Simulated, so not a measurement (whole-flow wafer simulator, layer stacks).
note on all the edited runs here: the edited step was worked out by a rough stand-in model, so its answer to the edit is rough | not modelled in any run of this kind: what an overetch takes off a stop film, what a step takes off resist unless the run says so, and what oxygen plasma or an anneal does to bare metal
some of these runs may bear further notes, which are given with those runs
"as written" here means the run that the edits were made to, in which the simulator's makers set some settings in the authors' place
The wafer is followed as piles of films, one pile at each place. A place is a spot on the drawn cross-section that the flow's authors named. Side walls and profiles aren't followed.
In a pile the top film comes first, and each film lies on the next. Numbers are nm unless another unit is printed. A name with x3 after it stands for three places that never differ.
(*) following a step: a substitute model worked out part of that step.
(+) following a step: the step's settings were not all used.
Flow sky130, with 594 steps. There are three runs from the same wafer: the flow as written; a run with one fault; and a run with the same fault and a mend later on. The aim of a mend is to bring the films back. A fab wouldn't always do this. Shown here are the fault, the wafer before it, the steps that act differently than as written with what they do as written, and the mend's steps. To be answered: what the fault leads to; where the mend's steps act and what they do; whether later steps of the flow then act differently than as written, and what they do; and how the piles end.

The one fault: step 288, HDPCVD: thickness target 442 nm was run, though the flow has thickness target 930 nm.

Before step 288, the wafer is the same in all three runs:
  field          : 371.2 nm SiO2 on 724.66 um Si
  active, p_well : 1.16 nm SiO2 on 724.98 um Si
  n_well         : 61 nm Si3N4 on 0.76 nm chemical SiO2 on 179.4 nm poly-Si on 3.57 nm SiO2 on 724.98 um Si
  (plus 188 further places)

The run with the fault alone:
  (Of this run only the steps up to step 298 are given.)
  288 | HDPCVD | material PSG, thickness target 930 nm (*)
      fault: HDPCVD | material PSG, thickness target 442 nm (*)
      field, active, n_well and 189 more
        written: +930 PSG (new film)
        fault: +442 PSG (new film)
  Steps later in the flow that act otherwise than as written (1 more step, not shown, differs only slightly: by at most 2% or 0.5 nm, whichever is larger):
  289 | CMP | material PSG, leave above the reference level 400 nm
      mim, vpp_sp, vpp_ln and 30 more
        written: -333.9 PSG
        fault: nothing
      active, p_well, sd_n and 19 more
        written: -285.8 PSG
        fault: nothing
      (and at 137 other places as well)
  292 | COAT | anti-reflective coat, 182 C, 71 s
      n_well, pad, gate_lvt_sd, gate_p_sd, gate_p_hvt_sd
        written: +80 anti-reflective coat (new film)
        fault: +3 anti-reflective coat (new film)
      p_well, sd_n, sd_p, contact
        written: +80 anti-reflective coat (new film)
        fault: +126.5 anti-reflective coat (new film)
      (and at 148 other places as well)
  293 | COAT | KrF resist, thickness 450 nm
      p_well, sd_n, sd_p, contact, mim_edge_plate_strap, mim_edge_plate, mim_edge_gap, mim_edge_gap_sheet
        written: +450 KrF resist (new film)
        fault: +490.2 KrF resist (new film)
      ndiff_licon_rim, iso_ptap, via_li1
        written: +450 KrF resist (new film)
        fault: +475.6 KrF resist (new film)
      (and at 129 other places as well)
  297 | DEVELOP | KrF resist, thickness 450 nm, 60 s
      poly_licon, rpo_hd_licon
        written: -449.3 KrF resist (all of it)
        fault: -367.8 KrF resist (all of it)
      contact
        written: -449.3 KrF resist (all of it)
        fault: -489.5 KrF resist (all of it)
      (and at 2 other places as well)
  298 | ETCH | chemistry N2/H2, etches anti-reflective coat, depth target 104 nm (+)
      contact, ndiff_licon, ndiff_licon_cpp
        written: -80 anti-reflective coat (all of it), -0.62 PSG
        fault: -104 anti-reflective coat
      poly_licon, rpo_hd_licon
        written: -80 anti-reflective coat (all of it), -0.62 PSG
        fault: -68.7 anti-reflective coat (all of it), -0.91 PSG
  Once step 298 is done, the piles at field, active, n_well and 172 more depart from the flow's by more than 2% or 0.5 nm, whichever is larger.
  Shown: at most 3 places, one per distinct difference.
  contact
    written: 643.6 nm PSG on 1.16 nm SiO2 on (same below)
    fault: 22.5 nm anti-reflective coat on 442 nm PSG on 1.16 nm SiO2 on (same below)
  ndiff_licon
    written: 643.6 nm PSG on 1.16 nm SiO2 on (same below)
    fault: 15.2 nm anti-reflective coat on 442 nm PSG on 1.16 nm SiO2 on (same below)
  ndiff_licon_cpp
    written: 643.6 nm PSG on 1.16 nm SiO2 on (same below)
    fault: 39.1 nm anti-reflective coat on 442 nm PSG on 1.16 nm SiO2 on (same below)

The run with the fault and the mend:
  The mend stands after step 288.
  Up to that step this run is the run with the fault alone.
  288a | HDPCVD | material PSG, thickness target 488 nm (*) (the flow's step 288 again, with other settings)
      field, active, n_well and 189 more
        +488 PSG
  Later steps of the flow that are run all act as written at every place that is followed, up to a difference of at most 2% or 0.5 nm, whichever is larger.
  When the end is reached, the piles differ only a little from the flow's at the places that both follow, at most by 2% or 0.5 nm, whichever is larger.
